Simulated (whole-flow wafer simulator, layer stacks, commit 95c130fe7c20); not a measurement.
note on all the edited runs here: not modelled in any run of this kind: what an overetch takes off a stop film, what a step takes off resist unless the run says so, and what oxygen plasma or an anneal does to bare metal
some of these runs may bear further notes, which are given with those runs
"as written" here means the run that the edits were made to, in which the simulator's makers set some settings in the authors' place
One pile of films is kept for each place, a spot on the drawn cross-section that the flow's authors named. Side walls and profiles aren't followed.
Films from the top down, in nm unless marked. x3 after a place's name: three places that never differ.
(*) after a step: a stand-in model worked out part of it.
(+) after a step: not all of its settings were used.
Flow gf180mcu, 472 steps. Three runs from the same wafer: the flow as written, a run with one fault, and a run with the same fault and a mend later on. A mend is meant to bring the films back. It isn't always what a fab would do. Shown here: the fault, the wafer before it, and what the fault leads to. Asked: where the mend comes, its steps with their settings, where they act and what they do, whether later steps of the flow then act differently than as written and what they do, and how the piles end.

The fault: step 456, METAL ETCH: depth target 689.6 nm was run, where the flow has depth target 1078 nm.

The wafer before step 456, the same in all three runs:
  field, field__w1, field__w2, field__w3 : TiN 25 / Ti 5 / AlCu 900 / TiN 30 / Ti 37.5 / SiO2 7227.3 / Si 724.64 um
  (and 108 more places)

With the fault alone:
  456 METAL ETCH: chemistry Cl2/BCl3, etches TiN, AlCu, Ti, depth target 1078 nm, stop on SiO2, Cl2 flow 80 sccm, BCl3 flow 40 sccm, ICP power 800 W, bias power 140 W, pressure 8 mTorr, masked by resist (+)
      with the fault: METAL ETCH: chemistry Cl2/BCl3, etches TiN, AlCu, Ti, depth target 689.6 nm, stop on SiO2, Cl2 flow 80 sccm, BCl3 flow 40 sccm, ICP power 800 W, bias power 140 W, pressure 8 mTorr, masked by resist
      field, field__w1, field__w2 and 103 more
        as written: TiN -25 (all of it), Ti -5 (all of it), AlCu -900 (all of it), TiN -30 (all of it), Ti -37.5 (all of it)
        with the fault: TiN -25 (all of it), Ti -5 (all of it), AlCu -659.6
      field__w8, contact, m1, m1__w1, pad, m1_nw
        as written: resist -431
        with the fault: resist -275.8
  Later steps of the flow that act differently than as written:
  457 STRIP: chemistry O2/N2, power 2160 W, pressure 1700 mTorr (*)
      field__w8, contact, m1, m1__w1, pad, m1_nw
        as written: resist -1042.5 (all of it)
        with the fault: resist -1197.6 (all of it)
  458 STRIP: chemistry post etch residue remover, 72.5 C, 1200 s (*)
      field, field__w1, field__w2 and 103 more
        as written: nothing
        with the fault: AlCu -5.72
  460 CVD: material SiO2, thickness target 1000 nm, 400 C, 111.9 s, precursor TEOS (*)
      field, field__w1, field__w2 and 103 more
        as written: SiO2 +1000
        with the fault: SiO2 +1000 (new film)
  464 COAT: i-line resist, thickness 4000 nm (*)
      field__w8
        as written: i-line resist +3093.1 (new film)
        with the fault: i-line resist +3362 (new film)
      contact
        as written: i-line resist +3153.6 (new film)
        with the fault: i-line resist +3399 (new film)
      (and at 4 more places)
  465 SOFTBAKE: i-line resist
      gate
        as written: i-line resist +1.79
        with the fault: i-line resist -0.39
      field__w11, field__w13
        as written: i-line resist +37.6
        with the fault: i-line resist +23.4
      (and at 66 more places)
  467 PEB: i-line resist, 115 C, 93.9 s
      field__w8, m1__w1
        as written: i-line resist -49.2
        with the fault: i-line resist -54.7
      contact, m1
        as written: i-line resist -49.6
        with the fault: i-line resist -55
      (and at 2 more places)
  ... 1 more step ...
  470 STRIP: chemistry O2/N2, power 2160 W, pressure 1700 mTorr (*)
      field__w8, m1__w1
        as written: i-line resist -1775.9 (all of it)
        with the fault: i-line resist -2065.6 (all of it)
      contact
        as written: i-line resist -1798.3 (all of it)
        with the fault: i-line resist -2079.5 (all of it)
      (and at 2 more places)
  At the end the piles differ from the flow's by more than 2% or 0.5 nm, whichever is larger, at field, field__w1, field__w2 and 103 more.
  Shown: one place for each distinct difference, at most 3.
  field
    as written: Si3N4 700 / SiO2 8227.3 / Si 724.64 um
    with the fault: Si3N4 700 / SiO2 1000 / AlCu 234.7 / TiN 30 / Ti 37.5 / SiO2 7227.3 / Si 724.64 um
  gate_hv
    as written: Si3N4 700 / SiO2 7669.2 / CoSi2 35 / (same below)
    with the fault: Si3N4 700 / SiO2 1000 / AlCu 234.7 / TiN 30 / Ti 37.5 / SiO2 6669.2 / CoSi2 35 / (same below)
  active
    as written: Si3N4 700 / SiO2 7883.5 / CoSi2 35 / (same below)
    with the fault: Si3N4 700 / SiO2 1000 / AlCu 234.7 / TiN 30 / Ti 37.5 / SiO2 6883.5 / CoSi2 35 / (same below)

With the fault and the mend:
  The mend comes after step 456.
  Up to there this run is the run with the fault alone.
  456a METAL ETCH: chemistry Cl2/BCl3, etches TiN, AlCu, Ti, depth target 387.9 nm, stop on SiO2, Cl2 flow 80 sccm, BCl3 flow 40 sccm, ICP power 800 W, bias power 140 W, pressure 8 mTorr, masked by resist (+) (the flow's step 456 once more, with other settings)
      field, field__w1, field__w2 and 103 more
        AlCu -240.4 (all of it), TiN -30 (all of it), Ti -37.5 (all of it)
      field__w8, contact, m1, m1__w1, pad, m1_nw
        resist -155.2
  No later step of the flow acts differently than as written at any place that is followed.
  At the end the piles are the same as the flow's at every place that both follow.
